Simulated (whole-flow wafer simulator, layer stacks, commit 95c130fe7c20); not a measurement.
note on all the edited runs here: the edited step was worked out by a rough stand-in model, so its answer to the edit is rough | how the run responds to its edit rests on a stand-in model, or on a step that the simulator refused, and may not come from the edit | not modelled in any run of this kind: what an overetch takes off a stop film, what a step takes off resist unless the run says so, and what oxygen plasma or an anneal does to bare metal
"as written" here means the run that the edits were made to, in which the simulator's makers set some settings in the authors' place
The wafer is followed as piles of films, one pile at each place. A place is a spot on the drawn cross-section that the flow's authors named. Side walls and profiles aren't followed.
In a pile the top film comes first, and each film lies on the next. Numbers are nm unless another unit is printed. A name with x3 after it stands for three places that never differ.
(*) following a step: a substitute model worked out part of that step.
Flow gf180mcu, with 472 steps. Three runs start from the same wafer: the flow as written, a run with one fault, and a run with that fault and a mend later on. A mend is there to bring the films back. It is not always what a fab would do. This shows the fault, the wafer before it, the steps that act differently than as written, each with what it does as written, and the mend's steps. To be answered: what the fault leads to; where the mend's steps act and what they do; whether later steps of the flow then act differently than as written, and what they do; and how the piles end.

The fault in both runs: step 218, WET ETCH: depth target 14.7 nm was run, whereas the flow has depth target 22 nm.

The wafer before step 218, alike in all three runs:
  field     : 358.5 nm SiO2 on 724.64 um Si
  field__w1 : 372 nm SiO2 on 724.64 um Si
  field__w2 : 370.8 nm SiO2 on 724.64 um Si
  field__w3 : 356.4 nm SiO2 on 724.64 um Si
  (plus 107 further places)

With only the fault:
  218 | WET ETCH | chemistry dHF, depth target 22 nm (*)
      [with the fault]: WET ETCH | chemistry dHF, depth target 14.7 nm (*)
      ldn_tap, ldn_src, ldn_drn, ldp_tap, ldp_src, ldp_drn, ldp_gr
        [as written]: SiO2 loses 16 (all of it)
        [with the fault]: SiO2 loses 15.2
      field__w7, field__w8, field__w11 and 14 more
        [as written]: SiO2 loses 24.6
        [with the fault]: SiO2 loses 16.5
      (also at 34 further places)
  Steps later in the flow that act otherwise than as written (7 other steps are not shown; they differ only slightly, by no more than 2% or 0.5 nm, whichever is larger):
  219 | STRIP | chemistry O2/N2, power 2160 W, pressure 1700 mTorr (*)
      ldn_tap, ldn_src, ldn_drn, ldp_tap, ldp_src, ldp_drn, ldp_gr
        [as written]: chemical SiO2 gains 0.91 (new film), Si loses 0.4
        [with the fault]: nothing
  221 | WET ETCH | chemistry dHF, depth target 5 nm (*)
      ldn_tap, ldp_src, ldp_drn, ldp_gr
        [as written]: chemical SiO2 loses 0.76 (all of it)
        [with the fault]: SiO2 loses 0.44 (all of it)
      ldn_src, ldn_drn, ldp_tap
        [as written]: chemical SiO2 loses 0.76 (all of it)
        [with the fault]: SiO2 loses 0.43 (all of it)
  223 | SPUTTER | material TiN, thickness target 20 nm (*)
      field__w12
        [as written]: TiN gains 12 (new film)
        [with the fault]: TiN gains 12.9 (new film)
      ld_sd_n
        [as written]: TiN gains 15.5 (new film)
        [with the fault]: TiN gains 16.2 (new film)
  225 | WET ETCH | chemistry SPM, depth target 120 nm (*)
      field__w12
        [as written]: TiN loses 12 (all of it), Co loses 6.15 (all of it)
        [with the fault]: TiN loses 12.9 (all of it), Co loses 6.31 (all of it)
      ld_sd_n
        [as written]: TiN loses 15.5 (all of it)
        [with the fault]: TiN loses 16.2 (all of it)
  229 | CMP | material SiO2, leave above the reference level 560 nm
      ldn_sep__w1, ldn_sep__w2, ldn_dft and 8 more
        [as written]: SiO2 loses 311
        [with the fault]: SiO2 loses 319.1
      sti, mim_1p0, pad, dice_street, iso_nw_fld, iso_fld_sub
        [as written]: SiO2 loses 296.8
        [with the fault]: SiO2 loses 304.9
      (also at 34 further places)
  The piles end only slightly different from the flow's at the places that both follow, by no more than 2% or 0.5 nm, whichever is larger.

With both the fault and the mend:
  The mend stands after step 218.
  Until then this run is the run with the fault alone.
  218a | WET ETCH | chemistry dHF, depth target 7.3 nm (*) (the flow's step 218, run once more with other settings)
      field, field__w1, field__w2 and 47 more
        SiO2 loses 7.3
      ldn_tap, ldp_src, ldp_drn, ldp_gr
        SiO2 loses 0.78 (all of it)
      ldn_src, ldn_drn, ldp_tap
        SiO2 loses 0.77 (all of it)
  None of the later steps of the flow differs from how it acts as written, at any place that is followed, by more than 2% or 0.5 nm, whichever is larger.
  The piles end only slightly different from the flow's at the places that both follow, by no more than 2% or 0.5 nm, whichever is larger.
